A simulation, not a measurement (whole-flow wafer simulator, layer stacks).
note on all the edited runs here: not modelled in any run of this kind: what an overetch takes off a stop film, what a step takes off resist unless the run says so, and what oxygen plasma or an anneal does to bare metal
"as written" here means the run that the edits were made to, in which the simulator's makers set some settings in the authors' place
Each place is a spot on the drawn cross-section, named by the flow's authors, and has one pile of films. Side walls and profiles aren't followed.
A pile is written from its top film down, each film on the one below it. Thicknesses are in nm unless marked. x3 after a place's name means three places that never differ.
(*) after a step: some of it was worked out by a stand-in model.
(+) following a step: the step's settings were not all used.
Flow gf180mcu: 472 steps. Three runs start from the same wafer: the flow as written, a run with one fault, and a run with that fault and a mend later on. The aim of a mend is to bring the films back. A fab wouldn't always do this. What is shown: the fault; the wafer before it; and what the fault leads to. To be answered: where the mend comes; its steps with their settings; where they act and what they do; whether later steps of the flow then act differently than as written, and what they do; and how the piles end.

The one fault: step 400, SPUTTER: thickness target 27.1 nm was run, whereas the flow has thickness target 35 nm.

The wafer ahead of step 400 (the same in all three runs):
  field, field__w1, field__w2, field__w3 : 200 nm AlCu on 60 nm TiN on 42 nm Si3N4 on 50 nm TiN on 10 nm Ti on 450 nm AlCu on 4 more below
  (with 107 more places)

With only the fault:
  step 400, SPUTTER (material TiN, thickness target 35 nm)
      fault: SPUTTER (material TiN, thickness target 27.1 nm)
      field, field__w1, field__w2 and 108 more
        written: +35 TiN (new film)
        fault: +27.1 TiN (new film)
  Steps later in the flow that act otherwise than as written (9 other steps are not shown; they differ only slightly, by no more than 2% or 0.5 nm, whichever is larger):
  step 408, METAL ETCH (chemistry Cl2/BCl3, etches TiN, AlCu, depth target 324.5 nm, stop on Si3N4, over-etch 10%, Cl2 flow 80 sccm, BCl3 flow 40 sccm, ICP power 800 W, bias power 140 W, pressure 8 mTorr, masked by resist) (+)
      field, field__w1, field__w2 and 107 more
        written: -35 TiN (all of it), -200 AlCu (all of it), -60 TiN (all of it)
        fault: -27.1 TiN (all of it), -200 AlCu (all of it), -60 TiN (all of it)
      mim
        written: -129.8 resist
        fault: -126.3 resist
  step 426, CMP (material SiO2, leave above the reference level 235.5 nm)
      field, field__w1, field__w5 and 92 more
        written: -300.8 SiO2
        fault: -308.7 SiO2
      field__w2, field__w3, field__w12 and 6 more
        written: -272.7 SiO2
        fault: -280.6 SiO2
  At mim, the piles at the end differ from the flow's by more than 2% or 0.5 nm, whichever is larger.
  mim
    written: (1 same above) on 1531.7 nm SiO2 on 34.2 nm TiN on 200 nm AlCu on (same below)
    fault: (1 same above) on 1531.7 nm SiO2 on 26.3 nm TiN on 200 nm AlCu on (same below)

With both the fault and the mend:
  The mend stands after step 407.
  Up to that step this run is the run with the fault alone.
  step 407a, STRIP (chemistry O2/N2, power 2160 W, pressure 1700 mTorr) (*)
      mim
        -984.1 resist (all of it)
  step 407b, SPUTTER (material TiN, thickness target 7.9 nm) (the flow's step 400 again, with other settings)
      field, field__w1, field__w2 and 108 more
        +7.9 TiN
  step 407c, HMDS (120 C, 60 s) (the flow's step 402 again)
      does not change any film at any place that is followed
  step 407d, COAT (resist, thickness 1000 nm) (the flow's step 403 again)
      field, field__w1, field__w2 and 108 more
        +1000 resist (new film)
  step 407e, SOFTBAKE (resist) (the flow's step 404 again)
      does not change any film at any place that is followed
  step 407f, EXPOSE (photomask FuseTop) (the flow's step 405 again)
      does not change any film at any place that is followed
  step 407g, PEB (resist, 70.3 s) (the flow's step 406 again)
      field, field__w1, field__w2 and 108 more
        -15.9 resist
  step 407h, DEVELOP (thickness 1000 nm, 60 s) (the flow's step 407 again)
      field, field__w1, field__w2 and 107 more
        -984.1 resist (all of it)
  Every later step of the flow that is run acts as written at every place that is followed.
  At every place that both follow, the piles at the end match the flow's.
